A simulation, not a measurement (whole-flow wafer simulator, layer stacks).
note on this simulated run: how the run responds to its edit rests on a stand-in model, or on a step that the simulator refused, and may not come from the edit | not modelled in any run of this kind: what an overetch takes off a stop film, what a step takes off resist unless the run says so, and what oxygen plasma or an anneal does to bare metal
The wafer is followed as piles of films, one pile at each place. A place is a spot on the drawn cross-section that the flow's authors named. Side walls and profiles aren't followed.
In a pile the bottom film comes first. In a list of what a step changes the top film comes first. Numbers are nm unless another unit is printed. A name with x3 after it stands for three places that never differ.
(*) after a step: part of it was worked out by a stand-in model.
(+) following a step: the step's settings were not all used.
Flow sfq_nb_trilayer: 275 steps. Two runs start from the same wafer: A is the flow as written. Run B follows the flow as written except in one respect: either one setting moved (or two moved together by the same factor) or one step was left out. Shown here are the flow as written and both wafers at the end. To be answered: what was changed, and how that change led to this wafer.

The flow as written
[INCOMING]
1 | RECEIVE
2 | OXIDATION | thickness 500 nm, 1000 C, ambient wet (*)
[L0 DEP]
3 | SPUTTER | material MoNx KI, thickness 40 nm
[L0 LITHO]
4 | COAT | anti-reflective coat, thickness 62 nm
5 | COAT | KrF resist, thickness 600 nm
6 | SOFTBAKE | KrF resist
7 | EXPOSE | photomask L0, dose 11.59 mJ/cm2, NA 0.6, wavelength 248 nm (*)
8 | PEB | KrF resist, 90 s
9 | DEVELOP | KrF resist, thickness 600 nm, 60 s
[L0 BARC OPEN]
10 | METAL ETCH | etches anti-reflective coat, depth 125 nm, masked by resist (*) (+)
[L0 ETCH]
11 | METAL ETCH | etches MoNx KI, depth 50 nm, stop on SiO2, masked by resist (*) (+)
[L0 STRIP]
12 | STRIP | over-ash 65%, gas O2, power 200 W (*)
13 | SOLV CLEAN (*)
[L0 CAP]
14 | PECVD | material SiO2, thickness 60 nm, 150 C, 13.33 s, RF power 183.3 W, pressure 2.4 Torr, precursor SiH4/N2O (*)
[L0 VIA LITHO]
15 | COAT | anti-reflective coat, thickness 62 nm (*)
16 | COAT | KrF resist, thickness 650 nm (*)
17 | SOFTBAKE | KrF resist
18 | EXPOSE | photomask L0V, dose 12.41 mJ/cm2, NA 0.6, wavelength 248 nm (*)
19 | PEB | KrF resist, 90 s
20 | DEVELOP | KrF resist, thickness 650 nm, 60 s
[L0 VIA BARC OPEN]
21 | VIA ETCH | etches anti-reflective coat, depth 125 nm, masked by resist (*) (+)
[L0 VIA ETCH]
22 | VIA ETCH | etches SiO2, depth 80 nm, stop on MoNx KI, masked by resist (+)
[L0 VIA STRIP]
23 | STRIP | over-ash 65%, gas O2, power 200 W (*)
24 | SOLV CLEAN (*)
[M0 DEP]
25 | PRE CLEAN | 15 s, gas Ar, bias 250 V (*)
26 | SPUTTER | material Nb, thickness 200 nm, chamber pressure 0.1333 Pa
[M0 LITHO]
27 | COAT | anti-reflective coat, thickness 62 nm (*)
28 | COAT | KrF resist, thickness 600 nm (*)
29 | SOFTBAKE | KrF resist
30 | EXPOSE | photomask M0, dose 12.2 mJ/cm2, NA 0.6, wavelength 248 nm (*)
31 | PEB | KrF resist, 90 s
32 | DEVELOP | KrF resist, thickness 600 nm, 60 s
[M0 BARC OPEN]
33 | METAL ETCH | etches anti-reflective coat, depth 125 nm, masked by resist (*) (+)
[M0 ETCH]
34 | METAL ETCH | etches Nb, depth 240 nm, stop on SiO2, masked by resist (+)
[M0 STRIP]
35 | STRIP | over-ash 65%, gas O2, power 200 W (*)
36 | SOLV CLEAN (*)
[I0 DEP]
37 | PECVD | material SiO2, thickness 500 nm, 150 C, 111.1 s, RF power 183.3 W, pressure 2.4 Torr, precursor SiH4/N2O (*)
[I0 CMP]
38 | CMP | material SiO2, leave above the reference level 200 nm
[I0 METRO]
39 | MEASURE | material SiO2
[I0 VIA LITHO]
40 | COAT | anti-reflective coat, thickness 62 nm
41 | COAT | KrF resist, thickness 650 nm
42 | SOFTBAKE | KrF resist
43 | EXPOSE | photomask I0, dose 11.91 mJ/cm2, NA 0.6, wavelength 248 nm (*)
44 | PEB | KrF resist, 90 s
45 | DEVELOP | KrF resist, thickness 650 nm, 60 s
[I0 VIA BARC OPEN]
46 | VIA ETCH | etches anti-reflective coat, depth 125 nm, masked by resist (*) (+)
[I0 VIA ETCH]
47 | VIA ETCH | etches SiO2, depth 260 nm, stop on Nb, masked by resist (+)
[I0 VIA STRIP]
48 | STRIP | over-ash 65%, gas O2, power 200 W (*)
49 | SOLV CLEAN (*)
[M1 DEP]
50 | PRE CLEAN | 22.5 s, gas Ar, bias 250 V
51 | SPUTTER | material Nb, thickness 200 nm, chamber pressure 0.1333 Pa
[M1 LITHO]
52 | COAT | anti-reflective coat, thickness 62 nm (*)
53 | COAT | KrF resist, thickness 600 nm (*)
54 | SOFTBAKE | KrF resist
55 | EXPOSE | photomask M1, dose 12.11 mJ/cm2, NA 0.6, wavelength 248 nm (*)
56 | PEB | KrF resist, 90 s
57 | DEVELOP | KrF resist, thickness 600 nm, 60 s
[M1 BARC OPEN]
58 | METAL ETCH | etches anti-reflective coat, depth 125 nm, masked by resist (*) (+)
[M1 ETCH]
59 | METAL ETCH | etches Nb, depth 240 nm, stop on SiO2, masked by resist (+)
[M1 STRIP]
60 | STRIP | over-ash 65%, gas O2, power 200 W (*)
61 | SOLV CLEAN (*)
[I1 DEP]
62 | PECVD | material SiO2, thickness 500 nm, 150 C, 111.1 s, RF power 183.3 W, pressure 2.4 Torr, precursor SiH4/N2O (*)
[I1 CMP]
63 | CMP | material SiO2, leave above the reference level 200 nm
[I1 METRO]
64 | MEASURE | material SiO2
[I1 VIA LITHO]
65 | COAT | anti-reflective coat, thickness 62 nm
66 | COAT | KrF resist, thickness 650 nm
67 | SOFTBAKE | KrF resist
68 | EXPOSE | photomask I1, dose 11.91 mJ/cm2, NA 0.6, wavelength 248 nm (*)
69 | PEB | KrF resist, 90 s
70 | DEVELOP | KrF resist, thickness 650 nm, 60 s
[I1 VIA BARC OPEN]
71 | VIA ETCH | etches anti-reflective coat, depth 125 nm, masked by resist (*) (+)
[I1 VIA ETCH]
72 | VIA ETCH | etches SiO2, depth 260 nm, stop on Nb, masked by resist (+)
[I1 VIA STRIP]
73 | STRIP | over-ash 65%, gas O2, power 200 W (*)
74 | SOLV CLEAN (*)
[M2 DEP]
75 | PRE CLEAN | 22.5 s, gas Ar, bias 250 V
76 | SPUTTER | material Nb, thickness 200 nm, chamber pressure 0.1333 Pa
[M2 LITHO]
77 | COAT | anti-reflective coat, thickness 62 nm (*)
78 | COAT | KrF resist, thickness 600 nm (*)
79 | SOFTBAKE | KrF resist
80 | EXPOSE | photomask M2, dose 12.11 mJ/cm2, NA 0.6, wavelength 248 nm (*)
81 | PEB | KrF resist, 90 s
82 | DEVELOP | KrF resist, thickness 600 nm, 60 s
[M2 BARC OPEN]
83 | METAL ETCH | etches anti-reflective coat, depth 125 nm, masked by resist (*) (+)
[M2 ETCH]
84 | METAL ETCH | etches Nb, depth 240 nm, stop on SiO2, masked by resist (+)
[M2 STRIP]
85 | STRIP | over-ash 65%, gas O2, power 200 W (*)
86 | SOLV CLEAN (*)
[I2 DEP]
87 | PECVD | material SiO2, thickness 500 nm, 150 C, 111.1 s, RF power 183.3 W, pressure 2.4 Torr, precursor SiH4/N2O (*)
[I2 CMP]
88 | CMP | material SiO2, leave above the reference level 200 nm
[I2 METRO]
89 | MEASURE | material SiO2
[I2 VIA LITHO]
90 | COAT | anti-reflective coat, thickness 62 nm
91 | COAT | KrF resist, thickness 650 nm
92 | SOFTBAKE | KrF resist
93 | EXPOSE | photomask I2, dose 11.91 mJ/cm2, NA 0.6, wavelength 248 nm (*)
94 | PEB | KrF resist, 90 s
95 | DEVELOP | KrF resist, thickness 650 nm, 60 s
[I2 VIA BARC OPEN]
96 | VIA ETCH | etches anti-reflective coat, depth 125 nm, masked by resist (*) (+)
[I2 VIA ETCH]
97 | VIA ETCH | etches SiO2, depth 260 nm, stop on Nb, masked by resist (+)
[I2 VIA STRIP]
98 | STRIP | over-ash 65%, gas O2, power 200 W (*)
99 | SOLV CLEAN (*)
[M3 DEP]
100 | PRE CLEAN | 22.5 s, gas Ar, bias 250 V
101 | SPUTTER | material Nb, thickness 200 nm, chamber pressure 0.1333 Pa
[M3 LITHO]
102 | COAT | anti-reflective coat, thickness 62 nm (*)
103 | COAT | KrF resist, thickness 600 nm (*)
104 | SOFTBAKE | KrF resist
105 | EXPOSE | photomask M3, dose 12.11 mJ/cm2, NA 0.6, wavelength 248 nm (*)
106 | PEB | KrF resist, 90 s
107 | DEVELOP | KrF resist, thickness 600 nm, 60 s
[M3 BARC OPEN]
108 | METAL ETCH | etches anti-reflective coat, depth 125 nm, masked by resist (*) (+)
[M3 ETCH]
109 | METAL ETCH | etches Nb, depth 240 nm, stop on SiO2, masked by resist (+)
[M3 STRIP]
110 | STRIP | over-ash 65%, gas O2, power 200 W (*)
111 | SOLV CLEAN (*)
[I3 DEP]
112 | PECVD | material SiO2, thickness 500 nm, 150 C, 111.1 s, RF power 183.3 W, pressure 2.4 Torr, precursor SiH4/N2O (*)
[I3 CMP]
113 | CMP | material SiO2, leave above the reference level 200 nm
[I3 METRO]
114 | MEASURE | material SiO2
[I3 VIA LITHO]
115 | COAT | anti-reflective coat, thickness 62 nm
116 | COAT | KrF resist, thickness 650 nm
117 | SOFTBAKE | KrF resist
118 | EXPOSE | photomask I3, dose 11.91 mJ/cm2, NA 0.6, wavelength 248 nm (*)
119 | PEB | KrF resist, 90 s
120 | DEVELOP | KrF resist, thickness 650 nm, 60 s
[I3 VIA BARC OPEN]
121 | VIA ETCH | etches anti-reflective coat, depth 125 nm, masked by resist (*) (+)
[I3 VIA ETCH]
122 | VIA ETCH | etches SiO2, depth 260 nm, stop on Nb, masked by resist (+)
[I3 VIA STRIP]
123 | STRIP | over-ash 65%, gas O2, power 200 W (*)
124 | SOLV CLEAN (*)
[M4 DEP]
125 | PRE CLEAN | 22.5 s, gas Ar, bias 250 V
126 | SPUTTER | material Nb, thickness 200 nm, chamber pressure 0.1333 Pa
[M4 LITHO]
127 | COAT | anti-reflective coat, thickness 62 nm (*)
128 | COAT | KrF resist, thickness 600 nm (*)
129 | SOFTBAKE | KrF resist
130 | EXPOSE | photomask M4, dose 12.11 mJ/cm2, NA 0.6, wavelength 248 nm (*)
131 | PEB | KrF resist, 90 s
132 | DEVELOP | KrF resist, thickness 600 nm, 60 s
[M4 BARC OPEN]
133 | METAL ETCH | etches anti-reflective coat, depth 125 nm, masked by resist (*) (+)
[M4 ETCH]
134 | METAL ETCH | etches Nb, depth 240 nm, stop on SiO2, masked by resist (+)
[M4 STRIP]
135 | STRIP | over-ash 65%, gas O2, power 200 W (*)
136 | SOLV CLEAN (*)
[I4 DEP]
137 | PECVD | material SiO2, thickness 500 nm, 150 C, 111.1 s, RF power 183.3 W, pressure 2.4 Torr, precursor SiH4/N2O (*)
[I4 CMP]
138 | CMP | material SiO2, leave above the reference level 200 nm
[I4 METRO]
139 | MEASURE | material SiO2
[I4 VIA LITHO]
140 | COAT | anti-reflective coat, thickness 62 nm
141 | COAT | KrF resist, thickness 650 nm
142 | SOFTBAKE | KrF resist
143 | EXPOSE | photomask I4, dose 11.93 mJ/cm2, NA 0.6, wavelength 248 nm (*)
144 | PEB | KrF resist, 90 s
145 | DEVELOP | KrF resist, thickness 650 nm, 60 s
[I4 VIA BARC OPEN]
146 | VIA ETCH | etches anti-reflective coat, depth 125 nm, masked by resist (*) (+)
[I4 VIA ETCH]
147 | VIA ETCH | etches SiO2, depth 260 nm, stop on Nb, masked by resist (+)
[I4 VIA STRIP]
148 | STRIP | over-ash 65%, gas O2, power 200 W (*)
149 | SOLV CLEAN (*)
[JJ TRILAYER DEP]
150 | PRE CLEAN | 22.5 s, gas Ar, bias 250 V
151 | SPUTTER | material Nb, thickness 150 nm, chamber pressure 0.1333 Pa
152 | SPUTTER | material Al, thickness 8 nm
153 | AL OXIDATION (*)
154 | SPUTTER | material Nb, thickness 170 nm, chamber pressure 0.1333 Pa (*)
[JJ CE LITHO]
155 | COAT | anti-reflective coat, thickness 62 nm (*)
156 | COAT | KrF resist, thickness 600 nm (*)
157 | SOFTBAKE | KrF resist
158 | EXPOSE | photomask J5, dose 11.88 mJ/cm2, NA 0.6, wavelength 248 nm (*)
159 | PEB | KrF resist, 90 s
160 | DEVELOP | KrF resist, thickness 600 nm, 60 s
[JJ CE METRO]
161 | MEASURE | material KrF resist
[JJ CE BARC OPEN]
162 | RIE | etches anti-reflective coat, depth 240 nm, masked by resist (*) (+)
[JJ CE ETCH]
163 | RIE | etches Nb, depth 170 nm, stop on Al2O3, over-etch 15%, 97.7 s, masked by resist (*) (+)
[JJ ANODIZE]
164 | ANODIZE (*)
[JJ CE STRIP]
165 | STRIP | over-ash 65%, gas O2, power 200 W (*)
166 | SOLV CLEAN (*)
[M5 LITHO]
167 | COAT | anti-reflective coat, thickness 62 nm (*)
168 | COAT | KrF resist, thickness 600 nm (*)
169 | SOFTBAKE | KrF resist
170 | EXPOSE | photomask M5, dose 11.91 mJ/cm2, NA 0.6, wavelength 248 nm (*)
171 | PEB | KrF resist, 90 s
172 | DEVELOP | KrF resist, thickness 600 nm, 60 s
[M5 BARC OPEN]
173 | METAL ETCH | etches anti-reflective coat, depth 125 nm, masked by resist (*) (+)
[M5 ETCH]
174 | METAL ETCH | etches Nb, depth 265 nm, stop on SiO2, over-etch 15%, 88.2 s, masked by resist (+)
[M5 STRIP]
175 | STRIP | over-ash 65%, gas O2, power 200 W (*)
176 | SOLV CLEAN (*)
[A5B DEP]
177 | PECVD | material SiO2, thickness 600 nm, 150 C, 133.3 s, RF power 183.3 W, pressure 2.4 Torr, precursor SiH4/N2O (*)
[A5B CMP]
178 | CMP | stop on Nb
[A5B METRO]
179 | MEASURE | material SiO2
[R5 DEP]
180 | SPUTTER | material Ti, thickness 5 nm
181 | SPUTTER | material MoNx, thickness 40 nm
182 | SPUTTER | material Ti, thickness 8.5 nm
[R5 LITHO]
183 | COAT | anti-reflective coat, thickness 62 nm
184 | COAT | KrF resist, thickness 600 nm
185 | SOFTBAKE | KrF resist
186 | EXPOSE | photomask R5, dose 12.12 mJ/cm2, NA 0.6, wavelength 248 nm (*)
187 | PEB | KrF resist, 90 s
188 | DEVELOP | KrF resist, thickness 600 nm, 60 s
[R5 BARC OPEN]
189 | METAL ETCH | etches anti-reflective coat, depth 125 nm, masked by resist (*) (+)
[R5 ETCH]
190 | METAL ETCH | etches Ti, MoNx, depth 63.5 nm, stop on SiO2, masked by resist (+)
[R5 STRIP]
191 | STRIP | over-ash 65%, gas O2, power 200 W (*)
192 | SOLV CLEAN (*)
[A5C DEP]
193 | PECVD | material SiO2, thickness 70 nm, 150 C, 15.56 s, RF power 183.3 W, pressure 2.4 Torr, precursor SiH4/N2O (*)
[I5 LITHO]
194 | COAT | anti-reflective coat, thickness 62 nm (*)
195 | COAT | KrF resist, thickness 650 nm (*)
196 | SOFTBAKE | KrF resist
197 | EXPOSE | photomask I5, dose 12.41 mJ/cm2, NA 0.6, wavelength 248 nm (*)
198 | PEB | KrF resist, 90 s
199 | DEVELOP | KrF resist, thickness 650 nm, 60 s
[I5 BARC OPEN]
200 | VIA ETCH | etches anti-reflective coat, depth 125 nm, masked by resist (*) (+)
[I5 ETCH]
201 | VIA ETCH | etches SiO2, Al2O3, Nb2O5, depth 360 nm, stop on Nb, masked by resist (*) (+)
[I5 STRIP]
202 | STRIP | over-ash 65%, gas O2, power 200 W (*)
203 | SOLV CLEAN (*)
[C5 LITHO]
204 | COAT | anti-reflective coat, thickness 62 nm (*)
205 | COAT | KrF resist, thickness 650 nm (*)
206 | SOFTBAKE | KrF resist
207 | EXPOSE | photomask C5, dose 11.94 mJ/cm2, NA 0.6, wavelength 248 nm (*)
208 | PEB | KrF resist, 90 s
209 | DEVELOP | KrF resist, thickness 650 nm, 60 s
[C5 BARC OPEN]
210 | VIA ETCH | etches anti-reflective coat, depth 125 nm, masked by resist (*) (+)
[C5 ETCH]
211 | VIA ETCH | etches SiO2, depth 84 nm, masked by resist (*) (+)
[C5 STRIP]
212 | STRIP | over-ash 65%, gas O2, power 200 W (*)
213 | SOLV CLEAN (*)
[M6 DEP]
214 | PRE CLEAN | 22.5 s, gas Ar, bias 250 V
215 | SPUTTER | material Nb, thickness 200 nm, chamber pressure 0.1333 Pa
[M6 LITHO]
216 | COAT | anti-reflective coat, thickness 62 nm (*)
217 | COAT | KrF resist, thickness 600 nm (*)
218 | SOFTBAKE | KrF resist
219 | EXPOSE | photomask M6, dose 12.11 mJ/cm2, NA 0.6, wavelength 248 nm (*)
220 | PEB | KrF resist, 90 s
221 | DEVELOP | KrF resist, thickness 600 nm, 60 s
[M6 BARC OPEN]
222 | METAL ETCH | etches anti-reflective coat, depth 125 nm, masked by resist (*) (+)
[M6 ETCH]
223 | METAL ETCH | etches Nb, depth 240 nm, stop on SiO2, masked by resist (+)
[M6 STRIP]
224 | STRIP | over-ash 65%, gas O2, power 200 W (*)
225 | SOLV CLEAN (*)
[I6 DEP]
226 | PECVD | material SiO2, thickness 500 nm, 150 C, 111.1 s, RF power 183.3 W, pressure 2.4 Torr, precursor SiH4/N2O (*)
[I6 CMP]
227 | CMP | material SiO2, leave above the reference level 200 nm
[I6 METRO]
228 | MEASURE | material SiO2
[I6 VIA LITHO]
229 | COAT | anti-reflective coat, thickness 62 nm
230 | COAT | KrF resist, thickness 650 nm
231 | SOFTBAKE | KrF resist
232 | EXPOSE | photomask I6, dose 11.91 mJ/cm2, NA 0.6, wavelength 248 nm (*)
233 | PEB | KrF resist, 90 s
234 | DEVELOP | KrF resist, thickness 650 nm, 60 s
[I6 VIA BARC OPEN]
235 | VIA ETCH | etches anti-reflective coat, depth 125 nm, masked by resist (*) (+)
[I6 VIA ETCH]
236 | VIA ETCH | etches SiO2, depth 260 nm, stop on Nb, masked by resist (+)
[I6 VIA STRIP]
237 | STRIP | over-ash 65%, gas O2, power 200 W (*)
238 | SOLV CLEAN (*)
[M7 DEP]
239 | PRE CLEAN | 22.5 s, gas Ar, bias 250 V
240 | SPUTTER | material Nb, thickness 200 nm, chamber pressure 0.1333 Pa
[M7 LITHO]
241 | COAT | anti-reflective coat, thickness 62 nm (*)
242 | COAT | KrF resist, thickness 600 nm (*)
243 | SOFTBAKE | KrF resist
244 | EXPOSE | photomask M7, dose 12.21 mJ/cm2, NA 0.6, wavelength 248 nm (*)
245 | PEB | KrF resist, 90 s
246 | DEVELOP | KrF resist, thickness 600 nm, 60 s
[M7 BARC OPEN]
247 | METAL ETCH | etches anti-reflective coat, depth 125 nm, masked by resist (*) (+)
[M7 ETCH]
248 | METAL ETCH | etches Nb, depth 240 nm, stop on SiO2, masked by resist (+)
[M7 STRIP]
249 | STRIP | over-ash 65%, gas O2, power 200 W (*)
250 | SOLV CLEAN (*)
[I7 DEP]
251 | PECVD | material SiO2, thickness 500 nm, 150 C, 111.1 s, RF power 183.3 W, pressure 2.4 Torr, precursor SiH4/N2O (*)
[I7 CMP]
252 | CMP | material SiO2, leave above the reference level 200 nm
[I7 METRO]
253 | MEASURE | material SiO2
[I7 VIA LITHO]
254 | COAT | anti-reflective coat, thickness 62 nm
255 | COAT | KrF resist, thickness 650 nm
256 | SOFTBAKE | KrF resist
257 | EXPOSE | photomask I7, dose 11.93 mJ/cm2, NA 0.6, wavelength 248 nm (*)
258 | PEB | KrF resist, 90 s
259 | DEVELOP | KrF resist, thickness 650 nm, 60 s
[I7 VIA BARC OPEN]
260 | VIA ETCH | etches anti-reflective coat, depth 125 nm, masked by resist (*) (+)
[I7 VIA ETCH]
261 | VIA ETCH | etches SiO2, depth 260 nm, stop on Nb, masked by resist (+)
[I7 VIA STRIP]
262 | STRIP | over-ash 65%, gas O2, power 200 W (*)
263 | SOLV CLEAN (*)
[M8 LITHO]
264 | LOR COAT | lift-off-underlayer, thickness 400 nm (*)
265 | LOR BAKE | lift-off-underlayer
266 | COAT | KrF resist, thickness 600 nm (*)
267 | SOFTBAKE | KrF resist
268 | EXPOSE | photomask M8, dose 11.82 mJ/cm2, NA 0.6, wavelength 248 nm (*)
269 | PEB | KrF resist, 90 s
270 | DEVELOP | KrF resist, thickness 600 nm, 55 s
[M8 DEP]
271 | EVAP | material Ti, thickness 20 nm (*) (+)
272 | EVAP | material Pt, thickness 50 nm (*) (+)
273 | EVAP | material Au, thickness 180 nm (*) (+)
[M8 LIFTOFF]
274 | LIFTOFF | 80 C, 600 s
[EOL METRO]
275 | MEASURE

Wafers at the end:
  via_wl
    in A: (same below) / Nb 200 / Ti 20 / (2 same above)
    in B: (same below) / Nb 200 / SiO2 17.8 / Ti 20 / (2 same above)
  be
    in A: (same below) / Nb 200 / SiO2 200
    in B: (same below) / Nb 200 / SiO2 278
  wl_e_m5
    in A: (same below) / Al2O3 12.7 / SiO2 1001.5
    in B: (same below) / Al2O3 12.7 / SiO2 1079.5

What caused this: step 252, CMP: leave above the reference level 278 nm was run, whereas the flow has leave above the reference level 200 nm.
The wafer lets one read it off: be has SiO2 278, and step 252 as written asks for 200 nm.

Step by step, how the change led to this:
  252 | CMP | material SiO2, leave above the reference level 200 nm
      field_r, lsp_l: A -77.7 SiO2 | B nothing
      field_l, p4_fl x3, p4_w1 x9 and 46 more: A -100 SiO2 | B -22 SiO2
      (and at 45 other places as well)
  261 | VIA ETCH | etches SiO2, depth 260 nm, stop on Nb, masked by resist (+)
      via_wl, via_w, via_wr: A -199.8 SiO2 (all of it) | B -260 SiO2
  264 | LOR COAT | lift-off-underlayer, thickness 400 nm (*)
      via_wl, via_wr: A +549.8 lift-off-underlayer (new film) | B +594.8 lift-off-underlayer (new film)
      v_sur: A +369.4 lift-off-underlayer (new film) | B +360.2 lift-off-underlayer (new film)
      (and at 1 other place as well)
  270 | DEVELOP | KrF resist, thickness 600 nm, 55 s
      v_sur: A -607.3 KrF resist (all of it), -369.4 lift-off-underlayer (all of it) | B -609.9 KrF resist (all of it), -360.2 lift-off-underlayer (all of it)
      via_wl: A -623.9 KrF resist (all of it), -549.8 lift-off-underlayer (all of it) | B -631.4 KrF resist (all of it), -594.8 lift-off-underlayer (all of it)
      (and at 2 other places as well)
With metal films that touch counted as one body, via_wl has 8 bodies (between them, from the top down: SiO2 17.8; SiO2 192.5; SiO2 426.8 / Al2O3 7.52 / Nb2O5 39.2; SiO2 192.5; SiO2 192.5; SiO2 192.5; SiO2 192.5); the flow as written gives 7 bodies (between them, from the top down: SiO2 192.5; SiO2 426.8 / Al2O3 7.52 / Nb2O5 39.2; SiO2 192.5; SiO2 192.5; SiO2 192.5; SiO2 192.5).
